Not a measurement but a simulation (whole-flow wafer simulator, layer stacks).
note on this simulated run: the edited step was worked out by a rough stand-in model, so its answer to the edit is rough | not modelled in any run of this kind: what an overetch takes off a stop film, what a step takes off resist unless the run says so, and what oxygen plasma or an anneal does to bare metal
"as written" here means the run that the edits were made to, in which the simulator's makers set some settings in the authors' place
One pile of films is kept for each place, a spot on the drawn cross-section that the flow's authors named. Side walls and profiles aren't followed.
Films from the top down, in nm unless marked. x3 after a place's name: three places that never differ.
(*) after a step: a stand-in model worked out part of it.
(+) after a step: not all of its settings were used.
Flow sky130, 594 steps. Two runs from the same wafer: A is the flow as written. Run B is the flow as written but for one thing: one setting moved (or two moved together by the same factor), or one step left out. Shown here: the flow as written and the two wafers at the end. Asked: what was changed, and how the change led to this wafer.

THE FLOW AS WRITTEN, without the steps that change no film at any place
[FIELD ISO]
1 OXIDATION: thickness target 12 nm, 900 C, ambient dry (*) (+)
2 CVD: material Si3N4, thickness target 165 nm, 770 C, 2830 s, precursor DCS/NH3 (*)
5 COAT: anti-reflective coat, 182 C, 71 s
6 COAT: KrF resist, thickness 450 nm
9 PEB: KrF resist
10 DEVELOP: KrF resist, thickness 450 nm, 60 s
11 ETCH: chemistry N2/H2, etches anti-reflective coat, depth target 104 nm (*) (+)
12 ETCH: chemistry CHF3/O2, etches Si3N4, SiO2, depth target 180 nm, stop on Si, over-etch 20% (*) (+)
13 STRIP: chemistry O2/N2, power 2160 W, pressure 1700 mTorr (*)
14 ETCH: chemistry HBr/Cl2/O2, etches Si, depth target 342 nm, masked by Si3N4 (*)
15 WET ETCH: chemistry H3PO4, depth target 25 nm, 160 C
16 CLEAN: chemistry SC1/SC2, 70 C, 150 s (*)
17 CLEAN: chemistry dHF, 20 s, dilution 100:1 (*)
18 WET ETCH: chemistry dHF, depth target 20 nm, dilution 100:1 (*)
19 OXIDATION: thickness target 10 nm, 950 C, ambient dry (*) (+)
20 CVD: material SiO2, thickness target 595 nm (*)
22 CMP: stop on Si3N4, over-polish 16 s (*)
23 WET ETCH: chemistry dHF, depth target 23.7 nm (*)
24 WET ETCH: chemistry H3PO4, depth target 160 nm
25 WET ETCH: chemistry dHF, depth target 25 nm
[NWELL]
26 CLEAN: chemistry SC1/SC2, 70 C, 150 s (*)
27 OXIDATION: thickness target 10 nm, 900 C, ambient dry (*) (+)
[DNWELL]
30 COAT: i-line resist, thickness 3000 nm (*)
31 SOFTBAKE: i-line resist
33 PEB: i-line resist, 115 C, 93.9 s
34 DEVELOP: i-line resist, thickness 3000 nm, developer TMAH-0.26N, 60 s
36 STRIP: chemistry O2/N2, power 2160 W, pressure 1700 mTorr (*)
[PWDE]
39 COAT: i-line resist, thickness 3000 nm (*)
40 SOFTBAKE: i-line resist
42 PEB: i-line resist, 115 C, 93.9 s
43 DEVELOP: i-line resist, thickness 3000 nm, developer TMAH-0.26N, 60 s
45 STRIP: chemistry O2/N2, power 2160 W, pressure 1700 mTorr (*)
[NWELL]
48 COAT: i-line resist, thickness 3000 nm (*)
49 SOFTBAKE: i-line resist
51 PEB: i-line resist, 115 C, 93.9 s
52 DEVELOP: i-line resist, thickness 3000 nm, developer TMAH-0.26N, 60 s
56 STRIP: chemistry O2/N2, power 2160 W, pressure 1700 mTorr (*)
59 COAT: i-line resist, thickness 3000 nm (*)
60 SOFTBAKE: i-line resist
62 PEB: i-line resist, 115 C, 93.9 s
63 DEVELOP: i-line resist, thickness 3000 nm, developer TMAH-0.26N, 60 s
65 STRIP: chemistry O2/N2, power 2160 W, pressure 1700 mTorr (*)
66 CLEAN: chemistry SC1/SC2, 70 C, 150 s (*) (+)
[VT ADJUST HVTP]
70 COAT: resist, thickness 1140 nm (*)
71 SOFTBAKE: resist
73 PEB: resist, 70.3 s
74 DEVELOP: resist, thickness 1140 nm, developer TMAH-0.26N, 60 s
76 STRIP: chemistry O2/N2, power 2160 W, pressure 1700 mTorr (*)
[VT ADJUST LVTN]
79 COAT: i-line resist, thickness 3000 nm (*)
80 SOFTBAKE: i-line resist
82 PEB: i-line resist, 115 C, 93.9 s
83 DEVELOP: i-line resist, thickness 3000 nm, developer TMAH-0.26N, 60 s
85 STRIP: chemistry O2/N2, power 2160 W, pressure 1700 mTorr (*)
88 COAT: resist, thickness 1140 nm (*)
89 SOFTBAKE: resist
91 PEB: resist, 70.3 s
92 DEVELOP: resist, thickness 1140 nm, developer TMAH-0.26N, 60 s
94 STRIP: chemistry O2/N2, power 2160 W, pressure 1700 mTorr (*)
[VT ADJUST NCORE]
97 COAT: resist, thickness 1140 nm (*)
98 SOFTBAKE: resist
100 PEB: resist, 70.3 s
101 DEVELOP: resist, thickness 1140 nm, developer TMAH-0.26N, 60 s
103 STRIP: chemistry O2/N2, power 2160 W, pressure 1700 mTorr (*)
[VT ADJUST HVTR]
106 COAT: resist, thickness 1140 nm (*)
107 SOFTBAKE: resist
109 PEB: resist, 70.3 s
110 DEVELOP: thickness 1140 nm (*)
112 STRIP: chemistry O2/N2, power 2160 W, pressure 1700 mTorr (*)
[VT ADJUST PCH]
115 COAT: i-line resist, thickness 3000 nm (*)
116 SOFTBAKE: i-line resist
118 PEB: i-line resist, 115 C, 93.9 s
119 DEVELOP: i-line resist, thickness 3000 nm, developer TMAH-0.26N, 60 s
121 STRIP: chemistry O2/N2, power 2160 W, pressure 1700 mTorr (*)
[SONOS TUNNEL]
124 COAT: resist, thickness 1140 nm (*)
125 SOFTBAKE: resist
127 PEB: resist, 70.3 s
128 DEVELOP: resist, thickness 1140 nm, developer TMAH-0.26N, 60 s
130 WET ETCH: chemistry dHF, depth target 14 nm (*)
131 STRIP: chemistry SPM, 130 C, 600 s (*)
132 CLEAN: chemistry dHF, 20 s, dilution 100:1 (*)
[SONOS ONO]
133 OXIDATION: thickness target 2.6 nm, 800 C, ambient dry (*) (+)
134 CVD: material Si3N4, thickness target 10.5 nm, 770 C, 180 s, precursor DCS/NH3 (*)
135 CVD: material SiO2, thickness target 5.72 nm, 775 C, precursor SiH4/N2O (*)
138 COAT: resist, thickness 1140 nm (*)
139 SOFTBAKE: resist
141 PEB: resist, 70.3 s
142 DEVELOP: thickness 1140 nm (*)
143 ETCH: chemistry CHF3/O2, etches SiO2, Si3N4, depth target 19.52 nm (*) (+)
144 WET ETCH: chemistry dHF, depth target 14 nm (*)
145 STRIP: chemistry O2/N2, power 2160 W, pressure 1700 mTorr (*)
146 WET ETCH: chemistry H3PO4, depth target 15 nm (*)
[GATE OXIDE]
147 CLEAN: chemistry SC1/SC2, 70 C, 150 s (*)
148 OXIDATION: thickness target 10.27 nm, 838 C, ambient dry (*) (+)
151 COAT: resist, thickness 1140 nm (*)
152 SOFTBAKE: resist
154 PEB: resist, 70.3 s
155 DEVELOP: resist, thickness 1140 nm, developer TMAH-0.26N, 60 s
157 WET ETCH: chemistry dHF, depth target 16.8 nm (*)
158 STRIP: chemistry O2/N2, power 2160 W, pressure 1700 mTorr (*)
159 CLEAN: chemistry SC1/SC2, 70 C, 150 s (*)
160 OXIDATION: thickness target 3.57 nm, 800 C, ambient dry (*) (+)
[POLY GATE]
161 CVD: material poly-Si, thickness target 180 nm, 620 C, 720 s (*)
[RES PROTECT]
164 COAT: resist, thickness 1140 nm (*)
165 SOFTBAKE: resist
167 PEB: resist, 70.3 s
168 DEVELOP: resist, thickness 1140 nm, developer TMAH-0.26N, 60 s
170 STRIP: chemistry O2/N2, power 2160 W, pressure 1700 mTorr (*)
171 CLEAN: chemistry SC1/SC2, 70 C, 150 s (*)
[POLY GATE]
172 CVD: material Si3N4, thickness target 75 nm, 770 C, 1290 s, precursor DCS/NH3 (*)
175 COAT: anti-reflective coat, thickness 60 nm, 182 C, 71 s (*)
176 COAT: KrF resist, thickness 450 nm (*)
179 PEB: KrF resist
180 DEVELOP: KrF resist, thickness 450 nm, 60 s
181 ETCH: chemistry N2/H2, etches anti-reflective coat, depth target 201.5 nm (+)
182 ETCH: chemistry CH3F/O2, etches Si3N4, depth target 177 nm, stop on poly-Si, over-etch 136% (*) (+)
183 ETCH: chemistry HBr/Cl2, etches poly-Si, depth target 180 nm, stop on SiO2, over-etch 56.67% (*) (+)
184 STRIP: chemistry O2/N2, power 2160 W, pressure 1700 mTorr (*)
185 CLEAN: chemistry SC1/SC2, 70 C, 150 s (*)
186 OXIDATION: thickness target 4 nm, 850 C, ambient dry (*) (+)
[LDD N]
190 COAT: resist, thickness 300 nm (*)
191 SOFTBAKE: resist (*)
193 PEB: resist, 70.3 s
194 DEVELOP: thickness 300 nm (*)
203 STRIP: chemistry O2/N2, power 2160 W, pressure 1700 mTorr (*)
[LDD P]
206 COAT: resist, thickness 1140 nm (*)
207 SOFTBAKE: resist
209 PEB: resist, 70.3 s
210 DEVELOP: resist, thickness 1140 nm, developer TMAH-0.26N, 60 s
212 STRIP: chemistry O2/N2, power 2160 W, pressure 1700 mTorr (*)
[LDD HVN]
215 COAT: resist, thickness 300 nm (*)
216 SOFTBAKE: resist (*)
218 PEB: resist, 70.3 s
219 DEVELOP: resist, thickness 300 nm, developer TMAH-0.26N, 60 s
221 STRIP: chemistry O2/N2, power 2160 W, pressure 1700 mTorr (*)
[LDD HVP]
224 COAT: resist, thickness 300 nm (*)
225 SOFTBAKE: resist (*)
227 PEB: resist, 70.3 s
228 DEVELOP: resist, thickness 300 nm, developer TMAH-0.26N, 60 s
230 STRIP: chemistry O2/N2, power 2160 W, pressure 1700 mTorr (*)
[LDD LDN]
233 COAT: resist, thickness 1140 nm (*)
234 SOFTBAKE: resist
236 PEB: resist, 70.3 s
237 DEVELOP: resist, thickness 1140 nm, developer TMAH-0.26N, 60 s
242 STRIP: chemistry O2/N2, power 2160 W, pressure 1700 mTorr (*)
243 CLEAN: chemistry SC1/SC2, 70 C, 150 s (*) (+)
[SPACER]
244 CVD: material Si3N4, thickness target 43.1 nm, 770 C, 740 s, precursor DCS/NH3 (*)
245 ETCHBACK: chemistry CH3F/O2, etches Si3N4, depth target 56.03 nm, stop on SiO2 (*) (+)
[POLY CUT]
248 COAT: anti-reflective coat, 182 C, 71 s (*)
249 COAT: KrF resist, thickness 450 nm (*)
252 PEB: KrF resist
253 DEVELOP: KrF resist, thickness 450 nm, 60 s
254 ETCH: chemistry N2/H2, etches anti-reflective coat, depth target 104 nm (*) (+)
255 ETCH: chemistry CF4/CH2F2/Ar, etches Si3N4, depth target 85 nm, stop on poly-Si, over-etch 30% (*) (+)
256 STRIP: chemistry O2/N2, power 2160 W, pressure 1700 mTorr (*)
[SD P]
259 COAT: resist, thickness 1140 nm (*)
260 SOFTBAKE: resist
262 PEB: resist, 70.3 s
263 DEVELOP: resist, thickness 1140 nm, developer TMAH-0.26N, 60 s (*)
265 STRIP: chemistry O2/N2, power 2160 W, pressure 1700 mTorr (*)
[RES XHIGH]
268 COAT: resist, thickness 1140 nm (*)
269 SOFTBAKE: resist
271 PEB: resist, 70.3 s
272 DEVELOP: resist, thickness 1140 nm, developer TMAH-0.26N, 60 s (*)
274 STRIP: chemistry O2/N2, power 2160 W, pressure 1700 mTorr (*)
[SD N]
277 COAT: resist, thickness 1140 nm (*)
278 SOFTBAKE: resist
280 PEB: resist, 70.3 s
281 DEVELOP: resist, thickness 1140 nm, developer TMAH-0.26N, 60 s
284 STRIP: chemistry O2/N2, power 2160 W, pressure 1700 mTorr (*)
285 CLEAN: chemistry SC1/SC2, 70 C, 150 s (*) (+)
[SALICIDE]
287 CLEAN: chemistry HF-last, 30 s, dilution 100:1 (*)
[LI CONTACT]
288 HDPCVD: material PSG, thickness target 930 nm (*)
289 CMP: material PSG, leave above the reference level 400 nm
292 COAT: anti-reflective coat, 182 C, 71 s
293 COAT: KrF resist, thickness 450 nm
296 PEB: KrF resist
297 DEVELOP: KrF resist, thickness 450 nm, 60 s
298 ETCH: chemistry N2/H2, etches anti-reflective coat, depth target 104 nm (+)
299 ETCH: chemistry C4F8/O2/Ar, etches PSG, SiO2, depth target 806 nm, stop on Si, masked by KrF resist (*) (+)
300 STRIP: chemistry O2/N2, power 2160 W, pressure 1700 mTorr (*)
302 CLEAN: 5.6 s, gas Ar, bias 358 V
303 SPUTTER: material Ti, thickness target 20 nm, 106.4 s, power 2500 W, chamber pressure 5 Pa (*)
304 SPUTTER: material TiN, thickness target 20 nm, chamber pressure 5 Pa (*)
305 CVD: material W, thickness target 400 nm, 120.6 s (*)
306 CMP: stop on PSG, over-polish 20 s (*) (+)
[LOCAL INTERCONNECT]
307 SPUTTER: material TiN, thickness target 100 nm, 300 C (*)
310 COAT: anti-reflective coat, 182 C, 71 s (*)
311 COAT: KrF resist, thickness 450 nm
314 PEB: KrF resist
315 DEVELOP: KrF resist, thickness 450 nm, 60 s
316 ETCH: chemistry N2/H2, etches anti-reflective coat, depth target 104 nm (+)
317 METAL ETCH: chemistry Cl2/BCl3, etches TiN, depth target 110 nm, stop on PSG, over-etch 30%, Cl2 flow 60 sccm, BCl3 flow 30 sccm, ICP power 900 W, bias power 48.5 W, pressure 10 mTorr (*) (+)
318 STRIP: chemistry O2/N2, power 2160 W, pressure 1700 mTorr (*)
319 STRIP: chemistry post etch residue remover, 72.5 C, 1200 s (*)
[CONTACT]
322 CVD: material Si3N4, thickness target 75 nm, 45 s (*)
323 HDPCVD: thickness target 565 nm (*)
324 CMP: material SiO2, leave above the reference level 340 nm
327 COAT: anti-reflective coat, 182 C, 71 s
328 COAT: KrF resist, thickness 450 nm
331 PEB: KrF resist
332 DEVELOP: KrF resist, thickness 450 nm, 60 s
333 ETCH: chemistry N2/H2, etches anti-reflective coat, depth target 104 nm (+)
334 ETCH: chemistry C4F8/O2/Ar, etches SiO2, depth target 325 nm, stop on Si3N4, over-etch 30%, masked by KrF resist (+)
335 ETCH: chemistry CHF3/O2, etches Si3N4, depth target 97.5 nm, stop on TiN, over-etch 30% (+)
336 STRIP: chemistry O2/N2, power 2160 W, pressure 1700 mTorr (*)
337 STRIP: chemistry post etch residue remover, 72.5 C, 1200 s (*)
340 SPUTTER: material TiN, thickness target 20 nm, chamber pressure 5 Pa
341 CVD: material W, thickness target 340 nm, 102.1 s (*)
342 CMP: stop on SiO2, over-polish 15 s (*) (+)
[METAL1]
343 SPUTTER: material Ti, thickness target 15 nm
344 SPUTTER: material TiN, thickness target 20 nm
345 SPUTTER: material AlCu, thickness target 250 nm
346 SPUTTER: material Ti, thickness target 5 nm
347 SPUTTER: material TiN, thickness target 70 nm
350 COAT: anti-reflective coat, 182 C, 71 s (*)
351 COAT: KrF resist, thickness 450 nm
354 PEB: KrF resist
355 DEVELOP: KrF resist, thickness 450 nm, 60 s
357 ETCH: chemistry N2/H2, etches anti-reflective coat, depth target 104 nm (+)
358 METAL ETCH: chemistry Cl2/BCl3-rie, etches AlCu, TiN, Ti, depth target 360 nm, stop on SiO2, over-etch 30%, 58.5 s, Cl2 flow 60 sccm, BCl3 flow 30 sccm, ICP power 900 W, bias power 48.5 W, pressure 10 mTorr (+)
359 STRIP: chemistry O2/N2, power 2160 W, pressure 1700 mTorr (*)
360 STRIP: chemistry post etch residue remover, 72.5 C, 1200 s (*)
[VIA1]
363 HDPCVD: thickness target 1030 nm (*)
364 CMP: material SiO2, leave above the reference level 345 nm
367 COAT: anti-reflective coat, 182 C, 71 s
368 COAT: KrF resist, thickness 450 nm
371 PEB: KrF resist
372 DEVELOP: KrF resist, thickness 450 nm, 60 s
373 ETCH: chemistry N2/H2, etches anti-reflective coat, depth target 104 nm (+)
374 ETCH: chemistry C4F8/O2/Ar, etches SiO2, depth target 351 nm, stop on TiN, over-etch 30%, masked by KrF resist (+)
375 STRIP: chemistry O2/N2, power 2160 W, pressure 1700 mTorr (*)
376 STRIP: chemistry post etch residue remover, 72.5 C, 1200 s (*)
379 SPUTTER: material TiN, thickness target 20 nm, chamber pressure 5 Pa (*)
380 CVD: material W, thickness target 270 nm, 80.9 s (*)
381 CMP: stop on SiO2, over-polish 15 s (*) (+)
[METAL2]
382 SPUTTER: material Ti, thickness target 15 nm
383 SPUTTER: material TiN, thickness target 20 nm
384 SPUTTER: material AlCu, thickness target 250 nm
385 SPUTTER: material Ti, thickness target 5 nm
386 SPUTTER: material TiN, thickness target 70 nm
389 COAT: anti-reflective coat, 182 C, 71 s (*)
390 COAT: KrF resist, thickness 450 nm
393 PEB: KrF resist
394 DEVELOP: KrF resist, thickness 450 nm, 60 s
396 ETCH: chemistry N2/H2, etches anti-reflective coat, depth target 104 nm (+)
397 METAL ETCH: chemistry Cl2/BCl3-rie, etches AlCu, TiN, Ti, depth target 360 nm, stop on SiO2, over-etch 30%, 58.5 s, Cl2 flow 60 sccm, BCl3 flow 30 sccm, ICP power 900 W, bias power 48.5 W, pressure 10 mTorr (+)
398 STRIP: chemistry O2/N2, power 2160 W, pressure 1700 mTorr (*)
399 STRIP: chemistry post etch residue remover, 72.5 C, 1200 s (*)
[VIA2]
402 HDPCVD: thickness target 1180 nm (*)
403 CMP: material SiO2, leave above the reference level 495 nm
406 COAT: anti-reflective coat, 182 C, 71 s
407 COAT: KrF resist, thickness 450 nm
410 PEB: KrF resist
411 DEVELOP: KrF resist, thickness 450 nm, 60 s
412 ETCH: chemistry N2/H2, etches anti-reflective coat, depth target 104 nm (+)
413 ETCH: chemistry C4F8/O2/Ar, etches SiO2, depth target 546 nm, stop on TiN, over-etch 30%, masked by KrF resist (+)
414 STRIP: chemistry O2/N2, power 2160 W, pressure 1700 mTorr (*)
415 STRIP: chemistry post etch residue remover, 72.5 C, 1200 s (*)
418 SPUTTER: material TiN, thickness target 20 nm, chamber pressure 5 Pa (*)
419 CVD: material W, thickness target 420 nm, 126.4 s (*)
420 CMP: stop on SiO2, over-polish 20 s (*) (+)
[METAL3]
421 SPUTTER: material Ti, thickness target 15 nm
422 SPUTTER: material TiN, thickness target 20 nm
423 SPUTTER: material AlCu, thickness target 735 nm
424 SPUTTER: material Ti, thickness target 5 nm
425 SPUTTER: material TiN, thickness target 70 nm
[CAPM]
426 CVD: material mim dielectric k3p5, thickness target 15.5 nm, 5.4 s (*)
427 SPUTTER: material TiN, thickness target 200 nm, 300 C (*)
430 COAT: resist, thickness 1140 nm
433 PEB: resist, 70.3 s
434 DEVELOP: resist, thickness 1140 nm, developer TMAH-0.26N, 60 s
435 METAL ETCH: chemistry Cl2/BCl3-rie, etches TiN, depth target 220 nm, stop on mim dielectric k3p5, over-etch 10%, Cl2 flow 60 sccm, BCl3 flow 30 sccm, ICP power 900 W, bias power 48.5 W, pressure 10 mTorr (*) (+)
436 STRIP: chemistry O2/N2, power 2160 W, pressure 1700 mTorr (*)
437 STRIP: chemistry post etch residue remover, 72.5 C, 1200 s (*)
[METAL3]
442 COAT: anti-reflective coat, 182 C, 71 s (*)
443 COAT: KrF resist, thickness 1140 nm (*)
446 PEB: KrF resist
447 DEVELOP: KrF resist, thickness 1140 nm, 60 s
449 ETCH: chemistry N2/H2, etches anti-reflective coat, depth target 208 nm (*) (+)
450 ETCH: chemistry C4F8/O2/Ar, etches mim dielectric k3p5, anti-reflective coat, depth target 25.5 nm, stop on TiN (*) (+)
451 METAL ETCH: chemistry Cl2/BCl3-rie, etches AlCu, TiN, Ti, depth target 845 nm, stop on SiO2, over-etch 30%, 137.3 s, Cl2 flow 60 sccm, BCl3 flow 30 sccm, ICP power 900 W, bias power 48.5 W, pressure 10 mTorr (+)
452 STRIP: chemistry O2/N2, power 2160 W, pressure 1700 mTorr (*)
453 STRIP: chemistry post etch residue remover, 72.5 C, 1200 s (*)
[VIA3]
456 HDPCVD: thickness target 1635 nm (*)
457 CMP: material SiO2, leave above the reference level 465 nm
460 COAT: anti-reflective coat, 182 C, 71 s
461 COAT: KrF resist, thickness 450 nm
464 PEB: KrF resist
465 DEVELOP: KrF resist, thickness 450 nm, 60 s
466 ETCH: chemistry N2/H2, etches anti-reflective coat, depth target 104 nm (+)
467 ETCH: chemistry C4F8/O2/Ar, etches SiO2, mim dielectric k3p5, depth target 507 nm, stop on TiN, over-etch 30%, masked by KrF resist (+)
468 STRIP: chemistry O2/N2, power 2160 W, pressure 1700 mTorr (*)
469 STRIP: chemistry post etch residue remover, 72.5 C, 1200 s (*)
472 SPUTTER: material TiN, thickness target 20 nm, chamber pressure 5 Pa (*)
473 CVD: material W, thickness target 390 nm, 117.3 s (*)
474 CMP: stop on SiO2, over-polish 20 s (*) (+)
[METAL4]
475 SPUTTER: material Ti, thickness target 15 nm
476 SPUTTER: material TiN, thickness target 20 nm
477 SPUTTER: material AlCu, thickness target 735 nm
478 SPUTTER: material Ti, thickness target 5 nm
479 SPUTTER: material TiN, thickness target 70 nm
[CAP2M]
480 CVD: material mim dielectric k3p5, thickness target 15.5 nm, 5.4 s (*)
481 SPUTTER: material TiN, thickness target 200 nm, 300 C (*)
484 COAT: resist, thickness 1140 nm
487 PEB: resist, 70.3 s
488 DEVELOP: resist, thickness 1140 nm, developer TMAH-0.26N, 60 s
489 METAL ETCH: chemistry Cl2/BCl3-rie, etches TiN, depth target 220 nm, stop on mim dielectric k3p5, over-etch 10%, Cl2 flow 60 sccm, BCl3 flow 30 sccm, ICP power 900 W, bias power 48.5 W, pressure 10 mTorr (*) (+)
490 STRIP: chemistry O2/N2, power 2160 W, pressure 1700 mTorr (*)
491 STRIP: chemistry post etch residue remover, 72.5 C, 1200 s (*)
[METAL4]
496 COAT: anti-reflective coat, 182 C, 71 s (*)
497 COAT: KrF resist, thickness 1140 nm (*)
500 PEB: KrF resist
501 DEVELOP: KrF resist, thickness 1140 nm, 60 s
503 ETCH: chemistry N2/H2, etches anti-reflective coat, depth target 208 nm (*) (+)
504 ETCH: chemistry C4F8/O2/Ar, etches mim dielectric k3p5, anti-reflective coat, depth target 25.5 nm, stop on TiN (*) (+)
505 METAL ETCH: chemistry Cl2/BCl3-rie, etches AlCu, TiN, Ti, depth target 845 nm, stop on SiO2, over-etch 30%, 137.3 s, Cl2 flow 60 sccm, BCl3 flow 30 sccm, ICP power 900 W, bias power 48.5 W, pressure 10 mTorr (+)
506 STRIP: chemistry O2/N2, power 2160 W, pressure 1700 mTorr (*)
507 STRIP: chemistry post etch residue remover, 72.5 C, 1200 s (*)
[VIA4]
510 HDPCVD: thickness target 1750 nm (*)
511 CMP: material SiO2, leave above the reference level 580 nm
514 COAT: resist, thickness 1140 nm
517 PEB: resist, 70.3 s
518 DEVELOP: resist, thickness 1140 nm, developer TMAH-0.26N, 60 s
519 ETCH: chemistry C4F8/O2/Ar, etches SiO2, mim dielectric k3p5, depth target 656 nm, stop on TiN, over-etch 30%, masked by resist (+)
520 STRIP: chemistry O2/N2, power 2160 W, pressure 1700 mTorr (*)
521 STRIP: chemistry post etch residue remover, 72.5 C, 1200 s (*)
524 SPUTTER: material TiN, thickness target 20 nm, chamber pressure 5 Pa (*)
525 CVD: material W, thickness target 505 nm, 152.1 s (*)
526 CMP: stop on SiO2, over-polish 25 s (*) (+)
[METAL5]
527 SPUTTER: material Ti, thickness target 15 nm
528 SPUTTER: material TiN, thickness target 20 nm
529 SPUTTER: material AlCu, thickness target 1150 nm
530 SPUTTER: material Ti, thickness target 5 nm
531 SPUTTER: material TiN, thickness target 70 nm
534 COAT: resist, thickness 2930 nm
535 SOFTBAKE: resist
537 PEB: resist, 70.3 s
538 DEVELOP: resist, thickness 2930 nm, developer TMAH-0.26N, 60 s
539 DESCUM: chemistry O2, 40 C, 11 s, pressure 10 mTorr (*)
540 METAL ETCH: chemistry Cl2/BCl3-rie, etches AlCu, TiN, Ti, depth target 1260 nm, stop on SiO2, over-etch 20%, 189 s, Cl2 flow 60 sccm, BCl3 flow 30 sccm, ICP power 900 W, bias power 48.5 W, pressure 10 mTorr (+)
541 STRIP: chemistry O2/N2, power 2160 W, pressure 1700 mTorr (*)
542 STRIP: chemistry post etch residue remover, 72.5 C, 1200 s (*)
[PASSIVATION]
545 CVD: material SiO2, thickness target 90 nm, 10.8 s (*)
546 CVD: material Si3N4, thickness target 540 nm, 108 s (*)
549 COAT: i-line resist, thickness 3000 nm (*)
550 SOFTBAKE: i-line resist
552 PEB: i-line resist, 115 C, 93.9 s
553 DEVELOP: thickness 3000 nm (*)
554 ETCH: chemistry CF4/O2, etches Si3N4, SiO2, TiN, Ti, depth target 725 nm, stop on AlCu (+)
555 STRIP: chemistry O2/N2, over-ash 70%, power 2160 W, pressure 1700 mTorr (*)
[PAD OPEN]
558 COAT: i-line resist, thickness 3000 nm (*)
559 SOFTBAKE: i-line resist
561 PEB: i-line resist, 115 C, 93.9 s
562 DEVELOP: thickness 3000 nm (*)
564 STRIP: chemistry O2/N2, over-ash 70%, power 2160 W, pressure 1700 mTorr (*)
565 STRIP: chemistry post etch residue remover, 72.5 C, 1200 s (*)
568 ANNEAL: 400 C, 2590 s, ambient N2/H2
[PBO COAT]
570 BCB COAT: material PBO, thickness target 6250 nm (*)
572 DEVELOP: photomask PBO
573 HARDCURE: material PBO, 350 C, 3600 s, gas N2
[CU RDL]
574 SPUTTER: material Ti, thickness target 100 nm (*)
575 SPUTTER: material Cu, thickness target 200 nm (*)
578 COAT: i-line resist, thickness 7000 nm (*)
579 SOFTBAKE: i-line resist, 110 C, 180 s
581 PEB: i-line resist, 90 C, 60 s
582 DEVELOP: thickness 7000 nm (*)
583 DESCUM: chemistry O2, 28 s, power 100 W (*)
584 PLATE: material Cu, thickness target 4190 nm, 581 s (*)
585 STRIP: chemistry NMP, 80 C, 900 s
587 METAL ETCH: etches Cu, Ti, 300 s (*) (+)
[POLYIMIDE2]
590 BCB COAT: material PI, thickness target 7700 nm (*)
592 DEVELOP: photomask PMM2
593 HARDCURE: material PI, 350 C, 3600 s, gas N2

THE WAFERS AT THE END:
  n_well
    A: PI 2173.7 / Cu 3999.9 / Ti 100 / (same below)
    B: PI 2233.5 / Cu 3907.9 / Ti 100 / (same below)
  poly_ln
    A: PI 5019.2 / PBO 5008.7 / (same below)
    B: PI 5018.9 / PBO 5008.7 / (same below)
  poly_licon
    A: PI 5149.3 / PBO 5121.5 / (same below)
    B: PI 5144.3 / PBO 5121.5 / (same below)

The cause: step 575, SPUTTER: thickness target 108 nm was run, where the flow has thickness target 200 nm.

How the change led to this, step by step:
  575 SPUTTER: material Cu, thickness target 200 nm (*)
      field, active, n_well and 190 more: A Cu +200 (new film) | B Cu +108 (new film)
  587 METAL ETCH: etches Cu, Ti, 300 s (*) (+)
      field, active, gate and 167 more: A Cu -200 (all of it), Ti -100 (all of it) | B Cu -108 (all of it), Ti -100 (all of it)
  590 BCB COAT: material PI, thickness target 7700 nm (*)
      n_well, p_well, sd_n, sd_p: A PI +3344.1 (new film) | B PI +3436.1 (new film)
      mim: A PI +3670.5 (new film) | B PI +3758.4 (new film)
      (and at 14 more places)
  593 HARDCURE: material PI, 350 C, 3600 s, gas N2
      n_well, p_well, sd_n, sd_p: A PI -1170.4 | B PI -1202.6
